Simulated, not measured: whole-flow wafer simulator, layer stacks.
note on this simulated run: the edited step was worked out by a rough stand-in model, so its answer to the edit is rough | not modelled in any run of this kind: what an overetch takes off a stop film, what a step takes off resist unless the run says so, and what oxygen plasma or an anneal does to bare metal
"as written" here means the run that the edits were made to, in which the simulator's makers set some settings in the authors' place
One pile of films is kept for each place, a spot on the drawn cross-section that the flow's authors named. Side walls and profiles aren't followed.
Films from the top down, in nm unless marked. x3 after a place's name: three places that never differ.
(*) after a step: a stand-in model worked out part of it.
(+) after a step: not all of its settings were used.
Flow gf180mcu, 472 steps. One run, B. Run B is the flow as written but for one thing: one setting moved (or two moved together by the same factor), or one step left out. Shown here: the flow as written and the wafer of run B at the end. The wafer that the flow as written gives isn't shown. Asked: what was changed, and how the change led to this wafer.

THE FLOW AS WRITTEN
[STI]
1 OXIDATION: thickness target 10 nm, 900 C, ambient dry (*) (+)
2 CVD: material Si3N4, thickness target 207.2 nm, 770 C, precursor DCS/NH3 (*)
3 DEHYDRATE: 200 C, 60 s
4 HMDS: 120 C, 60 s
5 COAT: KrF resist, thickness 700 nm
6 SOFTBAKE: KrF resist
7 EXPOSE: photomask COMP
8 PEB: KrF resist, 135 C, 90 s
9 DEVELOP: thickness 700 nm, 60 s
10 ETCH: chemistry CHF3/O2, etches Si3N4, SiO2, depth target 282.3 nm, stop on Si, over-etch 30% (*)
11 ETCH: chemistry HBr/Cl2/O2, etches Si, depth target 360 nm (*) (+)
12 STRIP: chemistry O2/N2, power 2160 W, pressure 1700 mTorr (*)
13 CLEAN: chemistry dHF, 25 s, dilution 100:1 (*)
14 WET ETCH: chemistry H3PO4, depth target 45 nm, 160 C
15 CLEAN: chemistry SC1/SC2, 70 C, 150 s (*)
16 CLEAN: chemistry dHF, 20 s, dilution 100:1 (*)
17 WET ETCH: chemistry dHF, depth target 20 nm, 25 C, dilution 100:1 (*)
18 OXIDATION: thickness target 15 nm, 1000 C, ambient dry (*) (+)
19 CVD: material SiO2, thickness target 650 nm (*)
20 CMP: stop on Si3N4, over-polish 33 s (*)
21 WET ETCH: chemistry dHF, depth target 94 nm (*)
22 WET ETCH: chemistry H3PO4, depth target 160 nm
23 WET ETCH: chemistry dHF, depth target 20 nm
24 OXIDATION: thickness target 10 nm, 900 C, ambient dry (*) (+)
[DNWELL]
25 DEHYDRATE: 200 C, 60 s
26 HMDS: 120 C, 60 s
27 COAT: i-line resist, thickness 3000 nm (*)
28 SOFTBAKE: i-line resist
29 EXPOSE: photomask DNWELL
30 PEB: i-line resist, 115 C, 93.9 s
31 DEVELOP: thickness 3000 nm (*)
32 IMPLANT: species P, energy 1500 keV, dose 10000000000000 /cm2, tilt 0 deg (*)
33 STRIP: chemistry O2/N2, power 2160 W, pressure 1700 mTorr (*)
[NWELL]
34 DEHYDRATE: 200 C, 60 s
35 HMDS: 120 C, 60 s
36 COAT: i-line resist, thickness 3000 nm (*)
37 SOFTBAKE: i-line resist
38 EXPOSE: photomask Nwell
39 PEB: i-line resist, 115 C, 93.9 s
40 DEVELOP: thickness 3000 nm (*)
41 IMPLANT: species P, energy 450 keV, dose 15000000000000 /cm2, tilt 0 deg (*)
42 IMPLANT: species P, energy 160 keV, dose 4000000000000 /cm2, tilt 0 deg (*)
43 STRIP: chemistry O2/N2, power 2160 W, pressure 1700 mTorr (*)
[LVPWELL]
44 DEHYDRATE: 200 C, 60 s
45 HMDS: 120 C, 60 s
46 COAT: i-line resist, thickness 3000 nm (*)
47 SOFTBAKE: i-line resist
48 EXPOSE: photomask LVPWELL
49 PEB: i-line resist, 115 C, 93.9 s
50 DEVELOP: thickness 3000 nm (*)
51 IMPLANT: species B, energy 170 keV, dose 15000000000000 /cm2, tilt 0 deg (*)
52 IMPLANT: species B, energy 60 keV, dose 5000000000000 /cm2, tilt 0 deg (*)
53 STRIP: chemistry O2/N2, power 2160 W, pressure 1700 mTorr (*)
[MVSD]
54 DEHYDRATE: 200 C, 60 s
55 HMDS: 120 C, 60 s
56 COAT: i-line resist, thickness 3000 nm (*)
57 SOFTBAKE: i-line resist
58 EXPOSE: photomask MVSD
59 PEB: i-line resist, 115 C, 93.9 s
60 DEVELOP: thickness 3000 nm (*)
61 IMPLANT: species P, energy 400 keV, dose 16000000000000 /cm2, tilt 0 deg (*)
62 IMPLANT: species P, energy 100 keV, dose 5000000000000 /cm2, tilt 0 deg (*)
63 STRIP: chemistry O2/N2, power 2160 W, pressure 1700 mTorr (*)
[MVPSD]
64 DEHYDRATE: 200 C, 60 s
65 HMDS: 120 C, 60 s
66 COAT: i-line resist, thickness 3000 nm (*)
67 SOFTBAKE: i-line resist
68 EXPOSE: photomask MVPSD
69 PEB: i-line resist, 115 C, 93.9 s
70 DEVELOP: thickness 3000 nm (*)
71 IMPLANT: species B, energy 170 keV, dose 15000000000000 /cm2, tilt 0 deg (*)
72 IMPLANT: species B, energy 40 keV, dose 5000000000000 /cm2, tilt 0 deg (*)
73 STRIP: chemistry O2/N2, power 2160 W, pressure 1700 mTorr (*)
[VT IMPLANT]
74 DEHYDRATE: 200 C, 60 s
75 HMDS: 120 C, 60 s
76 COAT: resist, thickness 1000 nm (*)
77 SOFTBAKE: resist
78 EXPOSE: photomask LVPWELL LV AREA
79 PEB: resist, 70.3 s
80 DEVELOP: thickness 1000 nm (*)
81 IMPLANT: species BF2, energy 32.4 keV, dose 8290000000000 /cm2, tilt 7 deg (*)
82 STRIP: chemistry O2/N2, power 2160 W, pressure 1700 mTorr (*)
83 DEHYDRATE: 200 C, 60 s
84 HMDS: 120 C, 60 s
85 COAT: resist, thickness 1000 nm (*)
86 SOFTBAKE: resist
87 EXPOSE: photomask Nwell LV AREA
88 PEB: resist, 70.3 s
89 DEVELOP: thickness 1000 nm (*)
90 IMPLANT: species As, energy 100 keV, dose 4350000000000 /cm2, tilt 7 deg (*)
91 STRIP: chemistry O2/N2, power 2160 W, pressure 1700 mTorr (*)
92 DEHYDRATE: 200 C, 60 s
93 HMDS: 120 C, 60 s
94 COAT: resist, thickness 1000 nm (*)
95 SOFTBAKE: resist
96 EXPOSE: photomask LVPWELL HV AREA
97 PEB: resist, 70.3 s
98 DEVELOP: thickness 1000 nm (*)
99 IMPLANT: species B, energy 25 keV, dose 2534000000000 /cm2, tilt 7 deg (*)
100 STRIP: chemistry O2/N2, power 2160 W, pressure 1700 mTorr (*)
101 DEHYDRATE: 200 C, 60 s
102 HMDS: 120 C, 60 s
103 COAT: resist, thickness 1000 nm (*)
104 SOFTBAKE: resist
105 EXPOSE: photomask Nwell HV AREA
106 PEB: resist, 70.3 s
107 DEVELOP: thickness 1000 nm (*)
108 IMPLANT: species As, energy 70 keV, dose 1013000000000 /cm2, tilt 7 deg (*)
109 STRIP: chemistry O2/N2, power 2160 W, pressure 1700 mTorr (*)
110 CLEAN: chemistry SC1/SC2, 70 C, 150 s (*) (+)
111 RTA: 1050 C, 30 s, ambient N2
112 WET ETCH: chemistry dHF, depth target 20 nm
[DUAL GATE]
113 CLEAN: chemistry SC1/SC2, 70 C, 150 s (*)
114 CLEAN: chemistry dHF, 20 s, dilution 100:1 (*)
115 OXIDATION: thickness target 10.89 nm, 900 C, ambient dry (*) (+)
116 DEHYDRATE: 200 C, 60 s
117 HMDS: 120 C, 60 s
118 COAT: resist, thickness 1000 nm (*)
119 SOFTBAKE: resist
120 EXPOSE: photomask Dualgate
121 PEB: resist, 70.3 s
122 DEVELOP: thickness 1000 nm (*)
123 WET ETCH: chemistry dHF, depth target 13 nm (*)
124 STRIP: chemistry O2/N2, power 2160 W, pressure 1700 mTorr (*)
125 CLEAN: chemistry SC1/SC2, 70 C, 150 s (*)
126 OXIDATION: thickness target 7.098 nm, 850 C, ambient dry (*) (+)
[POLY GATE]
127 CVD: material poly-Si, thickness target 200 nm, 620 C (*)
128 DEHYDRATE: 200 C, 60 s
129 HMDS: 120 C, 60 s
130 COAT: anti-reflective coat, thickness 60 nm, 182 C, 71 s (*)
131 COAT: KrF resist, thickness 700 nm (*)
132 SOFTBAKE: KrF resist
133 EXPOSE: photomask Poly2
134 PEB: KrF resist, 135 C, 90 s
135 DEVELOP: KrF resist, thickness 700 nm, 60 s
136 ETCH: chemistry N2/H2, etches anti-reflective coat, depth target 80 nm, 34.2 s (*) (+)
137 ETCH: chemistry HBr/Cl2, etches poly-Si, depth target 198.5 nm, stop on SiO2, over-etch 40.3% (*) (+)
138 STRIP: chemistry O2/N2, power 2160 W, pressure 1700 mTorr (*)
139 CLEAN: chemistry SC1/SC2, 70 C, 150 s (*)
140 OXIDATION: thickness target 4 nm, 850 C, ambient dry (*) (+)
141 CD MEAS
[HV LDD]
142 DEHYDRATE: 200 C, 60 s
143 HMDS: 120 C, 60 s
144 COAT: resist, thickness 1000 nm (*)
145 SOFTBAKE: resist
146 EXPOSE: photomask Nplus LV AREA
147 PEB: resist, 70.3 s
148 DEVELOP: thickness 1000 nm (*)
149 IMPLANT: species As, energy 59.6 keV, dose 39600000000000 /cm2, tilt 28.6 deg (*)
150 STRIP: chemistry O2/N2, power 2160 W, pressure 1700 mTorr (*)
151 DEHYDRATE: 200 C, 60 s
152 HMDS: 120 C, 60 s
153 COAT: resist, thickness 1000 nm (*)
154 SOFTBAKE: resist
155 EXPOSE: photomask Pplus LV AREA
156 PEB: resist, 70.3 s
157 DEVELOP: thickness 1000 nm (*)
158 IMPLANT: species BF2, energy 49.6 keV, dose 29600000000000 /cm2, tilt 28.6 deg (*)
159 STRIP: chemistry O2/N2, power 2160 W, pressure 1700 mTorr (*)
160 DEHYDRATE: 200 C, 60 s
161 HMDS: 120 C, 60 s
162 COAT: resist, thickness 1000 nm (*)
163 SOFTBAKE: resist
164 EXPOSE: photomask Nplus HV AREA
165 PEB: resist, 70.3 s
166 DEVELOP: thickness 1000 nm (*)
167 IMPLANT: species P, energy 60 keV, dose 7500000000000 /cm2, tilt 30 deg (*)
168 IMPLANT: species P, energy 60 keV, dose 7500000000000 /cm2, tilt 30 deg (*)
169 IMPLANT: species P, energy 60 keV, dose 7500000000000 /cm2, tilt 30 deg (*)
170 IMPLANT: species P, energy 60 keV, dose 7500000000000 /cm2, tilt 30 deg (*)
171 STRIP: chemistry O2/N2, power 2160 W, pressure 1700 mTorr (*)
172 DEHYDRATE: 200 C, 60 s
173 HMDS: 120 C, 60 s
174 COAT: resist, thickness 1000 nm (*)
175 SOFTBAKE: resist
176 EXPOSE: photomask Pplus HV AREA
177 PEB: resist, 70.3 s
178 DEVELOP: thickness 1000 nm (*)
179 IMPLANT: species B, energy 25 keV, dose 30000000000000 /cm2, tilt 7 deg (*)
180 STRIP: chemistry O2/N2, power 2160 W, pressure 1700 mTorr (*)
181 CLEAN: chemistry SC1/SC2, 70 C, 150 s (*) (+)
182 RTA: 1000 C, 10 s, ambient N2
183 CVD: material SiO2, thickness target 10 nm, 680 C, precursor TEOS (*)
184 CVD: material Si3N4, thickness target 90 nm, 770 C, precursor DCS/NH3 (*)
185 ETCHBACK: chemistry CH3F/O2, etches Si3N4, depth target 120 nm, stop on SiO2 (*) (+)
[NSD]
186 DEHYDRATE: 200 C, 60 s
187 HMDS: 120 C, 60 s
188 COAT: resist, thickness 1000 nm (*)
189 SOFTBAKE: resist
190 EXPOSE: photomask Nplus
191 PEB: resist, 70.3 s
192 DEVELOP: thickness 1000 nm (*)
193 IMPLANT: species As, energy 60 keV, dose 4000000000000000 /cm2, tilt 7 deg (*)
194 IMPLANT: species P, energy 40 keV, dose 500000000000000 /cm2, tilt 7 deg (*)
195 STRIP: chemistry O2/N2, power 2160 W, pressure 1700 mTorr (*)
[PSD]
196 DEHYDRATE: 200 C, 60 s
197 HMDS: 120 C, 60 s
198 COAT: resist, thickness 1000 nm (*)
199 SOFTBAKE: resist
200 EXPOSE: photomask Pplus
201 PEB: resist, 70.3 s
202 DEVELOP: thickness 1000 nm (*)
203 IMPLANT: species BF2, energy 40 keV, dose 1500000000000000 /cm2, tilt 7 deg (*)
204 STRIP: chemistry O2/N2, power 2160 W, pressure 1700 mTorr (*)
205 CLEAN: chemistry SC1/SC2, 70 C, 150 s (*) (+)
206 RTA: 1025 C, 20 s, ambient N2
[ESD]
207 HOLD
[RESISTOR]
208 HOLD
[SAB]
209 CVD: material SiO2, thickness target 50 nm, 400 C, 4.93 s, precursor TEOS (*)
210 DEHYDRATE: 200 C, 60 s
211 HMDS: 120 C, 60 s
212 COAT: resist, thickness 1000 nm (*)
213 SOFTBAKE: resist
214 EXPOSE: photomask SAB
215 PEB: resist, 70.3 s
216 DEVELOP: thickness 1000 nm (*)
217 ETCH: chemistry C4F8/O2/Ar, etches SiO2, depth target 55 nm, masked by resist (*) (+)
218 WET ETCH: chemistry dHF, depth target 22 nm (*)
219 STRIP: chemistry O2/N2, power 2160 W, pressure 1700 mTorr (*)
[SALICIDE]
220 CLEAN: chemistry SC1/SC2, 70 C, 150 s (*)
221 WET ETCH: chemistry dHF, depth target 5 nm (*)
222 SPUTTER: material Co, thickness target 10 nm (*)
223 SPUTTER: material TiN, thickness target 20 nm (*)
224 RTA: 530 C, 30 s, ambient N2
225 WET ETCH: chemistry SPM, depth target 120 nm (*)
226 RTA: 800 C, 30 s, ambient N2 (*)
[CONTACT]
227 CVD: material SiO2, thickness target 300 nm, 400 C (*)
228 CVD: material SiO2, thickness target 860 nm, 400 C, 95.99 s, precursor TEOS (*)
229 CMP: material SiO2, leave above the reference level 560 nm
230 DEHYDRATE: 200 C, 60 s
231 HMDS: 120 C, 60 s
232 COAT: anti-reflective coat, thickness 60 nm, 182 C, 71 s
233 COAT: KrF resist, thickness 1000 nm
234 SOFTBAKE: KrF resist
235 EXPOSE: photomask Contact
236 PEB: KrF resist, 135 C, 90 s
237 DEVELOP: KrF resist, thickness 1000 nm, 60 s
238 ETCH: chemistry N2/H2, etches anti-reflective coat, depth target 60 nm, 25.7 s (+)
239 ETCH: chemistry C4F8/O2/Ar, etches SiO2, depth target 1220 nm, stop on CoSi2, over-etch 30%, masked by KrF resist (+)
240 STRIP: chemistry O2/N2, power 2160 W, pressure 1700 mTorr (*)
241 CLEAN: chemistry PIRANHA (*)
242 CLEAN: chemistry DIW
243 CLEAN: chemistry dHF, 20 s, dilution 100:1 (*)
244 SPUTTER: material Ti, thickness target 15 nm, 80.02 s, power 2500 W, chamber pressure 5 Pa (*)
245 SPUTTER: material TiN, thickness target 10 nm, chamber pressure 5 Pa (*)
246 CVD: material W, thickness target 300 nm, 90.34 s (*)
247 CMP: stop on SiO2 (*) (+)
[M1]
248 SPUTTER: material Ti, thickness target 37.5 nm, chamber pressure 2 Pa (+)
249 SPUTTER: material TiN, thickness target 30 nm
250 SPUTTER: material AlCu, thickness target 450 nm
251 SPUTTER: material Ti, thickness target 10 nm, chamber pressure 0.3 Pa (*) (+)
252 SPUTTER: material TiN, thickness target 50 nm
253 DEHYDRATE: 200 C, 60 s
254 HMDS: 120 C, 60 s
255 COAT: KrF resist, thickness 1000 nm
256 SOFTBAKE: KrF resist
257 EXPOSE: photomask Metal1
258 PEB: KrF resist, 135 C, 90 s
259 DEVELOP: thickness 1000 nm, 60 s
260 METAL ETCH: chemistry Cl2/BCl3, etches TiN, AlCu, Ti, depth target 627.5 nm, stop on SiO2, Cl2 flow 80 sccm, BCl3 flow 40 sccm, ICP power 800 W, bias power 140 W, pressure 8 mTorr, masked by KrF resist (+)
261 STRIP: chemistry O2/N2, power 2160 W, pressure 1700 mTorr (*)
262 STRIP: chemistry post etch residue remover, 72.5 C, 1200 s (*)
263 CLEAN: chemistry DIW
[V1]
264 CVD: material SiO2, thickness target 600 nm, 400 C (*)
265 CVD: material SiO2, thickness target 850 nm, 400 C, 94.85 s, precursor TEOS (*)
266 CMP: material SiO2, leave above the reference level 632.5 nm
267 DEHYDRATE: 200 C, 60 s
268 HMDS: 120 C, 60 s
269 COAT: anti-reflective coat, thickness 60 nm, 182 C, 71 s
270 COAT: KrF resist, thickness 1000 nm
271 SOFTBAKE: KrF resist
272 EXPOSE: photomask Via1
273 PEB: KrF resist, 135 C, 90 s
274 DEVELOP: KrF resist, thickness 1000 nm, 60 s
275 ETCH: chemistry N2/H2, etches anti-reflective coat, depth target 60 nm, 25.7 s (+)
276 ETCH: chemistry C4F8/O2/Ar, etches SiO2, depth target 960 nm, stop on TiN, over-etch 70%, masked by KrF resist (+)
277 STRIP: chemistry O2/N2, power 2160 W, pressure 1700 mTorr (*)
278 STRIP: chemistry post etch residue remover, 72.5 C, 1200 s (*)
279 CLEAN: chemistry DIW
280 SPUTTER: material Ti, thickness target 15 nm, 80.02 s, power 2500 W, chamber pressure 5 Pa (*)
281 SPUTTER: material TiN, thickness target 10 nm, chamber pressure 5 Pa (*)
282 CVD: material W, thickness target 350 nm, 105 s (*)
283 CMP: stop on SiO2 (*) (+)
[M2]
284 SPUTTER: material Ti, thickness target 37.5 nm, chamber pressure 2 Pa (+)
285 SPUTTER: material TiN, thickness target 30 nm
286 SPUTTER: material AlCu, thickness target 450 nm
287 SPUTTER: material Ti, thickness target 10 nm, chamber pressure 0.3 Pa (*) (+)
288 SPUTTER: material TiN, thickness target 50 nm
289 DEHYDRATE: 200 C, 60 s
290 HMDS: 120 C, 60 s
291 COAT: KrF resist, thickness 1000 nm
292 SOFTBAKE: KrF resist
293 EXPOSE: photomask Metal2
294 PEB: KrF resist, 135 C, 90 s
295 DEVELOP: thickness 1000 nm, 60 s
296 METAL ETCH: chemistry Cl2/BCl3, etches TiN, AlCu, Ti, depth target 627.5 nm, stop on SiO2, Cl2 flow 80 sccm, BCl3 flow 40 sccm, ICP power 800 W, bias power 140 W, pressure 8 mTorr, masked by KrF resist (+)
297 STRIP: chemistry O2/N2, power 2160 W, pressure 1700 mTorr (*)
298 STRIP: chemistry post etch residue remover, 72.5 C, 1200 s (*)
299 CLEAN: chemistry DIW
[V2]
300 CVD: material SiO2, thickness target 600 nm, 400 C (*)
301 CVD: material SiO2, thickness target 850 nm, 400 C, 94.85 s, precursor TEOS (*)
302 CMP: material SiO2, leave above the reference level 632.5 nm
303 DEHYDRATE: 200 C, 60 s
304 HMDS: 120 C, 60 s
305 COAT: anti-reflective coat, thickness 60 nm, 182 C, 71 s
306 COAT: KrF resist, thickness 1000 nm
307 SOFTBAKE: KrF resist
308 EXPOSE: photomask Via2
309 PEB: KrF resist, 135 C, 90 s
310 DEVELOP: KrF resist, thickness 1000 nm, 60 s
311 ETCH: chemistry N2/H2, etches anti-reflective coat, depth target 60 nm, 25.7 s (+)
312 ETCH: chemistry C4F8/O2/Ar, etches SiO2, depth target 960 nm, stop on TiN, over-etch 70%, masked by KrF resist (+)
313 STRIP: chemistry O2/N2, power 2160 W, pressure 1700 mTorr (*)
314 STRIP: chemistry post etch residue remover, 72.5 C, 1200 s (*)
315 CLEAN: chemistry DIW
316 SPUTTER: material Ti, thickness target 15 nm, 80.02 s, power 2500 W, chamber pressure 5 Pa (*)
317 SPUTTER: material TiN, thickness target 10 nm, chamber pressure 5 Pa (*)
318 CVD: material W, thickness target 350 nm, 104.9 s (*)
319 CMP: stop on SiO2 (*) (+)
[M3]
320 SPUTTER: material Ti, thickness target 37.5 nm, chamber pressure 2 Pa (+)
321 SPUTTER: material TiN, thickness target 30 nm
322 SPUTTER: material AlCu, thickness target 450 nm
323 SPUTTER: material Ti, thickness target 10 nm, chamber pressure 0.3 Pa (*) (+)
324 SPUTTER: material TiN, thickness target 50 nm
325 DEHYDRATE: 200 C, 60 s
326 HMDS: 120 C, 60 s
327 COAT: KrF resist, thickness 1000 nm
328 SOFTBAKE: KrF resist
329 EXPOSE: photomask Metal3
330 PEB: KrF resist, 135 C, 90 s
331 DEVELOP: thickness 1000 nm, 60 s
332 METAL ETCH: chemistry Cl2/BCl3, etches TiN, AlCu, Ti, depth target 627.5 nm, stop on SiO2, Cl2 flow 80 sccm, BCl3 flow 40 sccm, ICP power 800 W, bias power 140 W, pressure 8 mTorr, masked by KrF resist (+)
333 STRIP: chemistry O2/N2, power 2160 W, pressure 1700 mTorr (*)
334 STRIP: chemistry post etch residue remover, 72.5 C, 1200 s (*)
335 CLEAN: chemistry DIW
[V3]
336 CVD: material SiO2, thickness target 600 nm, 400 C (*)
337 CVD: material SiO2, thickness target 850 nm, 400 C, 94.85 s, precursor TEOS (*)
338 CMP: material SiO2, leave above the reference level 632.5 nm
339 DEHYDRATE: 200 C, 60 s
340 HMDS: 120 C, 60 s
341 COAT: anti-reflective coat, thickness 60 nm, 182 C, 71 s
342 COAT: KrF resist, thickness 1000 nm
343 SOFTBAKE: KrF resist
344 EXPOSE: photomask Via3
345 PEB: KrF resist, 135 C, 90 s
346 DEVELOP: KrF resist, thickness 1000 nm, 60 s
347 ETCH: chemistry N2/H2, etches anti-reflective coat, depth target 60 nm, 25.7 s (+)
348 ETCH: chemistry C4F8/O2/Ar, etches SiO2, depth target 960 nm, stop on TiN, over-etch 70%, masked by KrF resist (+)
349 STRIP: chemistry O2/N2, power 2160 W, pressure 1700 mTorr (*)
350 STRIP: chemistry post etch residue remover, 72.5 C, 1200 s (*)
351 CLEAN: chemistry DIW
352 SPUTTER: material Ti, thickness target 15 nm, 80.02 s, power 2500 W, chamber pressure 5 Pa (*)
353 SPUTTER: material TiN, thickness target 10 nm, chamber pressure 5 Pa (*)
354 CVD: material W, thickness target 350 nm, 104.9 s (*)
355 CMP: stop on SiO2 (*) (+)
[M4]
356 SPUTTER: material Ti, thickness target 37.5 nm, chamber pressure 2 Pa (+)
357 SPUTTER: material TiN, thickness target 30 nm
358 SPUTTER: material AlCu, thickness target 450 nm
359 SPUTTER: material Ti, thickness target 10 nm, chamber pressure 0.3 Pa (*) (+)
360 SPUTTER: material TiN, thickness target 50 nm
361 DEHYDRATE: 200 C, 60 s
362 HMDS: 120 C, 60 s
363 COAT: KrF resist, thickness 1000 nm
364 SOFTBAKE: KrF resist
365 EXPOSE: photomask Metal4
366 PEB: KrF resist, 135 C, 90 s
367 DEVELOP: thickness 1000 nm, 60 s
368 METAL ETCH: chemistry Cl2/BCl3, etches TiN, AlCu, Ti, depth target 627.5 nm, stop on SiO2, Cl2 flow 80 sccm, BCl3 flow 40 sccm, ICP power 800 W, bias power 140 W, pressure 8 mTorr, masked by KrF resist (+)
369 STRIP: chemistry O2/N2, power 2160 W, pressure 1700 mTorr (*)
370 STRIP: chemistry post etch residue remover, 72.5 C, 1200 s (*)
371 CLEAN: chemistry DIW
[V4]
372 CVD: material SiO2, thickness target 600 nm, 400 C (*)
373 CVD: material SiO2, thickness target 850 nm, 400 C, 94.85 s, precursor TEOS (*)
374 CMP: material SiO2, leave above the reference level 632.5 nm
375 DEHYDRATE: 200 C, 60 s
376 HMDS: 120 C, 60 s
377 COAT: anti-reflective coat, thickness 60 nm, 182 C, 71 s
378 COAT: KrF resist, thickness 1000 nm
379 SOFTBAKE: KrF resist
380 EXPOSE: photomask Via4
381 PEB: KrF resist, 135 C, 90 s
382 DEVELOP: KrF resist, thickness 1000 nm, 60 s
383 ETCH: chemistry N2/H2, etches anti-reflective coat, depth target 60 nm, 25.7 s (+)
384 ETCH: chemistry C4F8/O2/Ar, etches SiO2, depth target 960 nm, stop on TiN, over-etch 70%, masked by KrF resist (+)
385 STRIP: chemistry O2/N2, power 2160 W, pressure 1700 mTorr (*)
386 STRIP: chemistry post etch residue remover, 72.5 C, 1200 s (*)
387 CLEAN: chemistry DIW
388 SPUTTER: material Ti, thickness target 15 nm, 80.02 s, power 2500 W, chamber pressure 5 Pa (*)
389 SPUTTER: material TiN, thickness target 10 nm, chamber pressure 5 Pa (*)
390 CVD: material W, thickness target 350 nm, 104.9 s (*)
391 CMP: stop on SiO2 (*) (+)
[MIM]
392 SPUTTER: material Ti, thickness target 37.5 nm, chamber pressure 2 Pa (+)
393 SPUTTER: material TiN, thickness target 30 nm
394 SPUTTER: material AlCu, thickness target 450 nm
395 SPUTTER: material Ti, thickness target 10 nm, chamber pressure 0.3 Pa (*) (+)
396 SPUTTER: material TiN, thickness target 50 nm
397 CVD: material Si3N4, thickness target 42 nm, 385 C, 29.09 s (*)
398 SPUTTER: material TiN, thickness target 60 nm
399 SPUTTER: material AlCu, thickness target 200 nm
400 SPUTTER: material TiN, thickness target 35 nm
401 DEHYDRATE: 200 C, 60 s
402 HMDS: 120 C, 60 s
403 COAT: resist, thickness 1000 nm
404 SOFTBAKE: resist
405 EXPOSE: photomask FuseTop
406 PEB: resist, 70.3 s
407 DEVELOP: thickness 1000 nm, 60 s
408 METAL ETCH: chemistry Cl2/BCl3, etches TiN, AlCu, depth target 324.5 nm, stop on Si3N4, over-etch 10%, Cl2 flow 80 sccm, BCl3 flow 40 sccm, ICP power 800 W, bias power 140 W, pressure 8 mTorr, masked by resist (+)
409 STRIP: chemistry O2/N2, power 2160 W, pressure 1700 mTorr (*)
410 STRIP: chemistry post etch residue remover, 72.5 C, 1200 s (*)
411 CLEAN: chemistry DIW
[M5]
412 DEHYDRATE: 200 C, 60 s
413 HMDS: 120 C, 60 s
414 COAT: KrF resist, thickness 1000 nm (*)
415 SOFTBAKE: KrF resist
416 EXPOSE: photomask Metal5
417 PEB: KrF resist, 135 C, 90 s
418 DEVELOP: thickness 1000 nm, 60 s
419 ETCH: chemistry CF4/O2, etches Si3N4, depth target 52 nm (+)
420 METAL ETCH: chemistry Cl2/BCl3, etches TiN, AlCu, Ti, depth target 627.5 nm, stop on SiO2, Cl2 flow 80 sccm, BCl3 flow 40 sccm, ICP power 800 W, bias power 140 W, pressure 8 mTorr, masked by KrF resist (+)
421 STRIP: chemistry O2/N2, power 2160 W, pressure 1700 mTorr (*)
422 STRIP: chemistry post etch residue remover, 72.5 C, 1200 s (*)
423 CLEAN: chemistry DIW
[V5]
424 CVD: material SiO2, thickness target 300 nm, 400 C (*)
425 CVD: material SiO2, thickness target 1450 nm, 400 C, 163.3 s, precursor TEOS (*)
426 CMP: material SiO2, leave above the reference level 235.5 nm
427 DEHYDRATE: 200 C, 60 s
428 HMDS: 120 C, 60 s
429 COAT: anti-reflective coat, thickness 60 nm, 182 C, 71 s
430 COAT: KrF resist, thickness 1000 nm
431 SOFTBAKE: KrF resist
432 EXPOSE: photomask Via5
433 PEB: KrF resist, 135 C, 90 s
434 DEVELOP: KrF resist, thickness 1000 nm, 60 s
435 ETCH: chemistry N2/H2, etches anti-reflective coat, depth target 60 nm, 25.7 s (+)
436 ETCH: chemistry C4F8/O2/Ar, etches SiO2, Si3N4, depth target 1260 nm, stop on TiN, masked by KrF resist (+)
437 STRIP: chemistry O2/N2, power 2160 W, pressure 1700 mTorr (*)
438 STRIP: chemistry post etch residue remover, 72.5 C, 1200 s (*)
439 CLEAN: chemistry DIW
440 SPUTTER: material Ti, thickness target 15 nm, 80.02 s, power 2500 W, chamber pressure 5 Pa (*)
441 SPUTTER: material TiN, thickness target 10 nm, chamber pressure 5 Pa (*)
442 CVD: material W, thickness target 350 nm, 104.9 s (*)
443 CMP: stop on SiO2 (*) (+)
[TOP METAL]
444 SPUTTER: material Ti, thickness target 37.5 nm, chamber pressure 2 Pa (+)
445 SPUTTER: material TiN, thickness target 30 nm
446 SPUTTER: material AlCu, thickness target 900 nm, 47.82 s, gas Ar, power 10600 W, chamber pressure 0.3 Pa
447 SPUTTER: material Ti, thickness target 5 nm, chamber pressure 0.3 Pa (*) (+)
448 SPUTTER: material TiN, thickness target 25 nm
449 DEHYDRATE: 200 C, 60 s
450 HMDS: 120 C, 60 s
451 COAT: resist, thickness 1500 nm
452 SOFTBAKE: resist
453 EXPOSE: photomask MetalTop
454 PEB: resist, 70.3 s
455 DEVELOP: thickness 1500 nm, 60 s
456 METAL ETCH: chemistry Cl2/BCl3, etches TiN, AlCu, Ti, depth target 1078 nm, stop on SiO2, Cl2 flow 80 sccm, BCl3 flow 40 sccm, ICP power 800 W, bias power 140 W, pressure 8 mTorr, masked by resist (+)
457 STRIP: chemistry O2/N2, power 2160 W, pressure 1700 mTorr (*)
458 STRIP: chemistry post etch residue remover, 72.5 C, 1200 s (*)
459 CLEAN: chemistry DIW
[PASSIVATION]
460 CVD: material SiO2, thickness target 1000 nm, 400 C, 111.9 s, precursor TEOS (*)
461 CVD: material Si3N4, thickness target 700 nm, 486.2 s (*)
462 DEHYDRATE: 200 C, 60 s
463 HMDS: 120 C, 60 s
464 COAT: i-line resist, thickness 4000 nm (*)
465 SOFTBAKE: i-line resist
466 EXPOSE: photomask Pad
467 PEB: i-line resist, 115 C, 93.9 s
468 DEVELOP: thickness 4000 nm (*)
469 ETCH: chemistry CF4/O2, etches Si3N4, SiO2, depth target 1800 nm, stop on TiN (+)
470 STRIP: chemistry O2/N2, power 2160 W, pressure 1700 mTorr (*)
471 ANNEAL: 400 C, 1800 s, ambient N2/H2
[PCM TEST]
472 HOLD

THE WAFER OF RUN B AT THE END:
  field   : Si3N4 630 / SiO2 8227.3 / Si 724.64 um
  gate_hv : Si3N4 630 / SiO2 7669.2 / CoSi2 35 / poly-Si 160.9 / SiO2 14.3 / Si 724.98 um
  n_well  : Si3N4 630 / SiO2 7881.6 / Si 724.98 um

The cause: step 461, CVD: thickness target 630 nm was run, where the flow has thickness target 700 nm; step 461, CVD: 437.6 s was run, where the flow has 486.2 s.
It can be read off the wafer: field has Si3N4 630, and step 461 as written asks for 700 nm.

How the change led to this, step by step:
  461 CVD: material Si3N4, thickness target 700 nm, 486.2 s (*)
      field, field__w1, field__w2 and 109 more: Si3N4 +630 (new film) (as written it would be: Si3N4 +700 (new film))
  469 ETCH: chemistry CF4/O2, etches Si3N4, SiO2, depth target 1800 nm, stop on TiN (+)
      pad: Si3N4 -630 (all of it), SiO2 -1000 (all of it) (as written it would be: Si3N4 -700 (all of it), SiO2 -1000 (all of it))
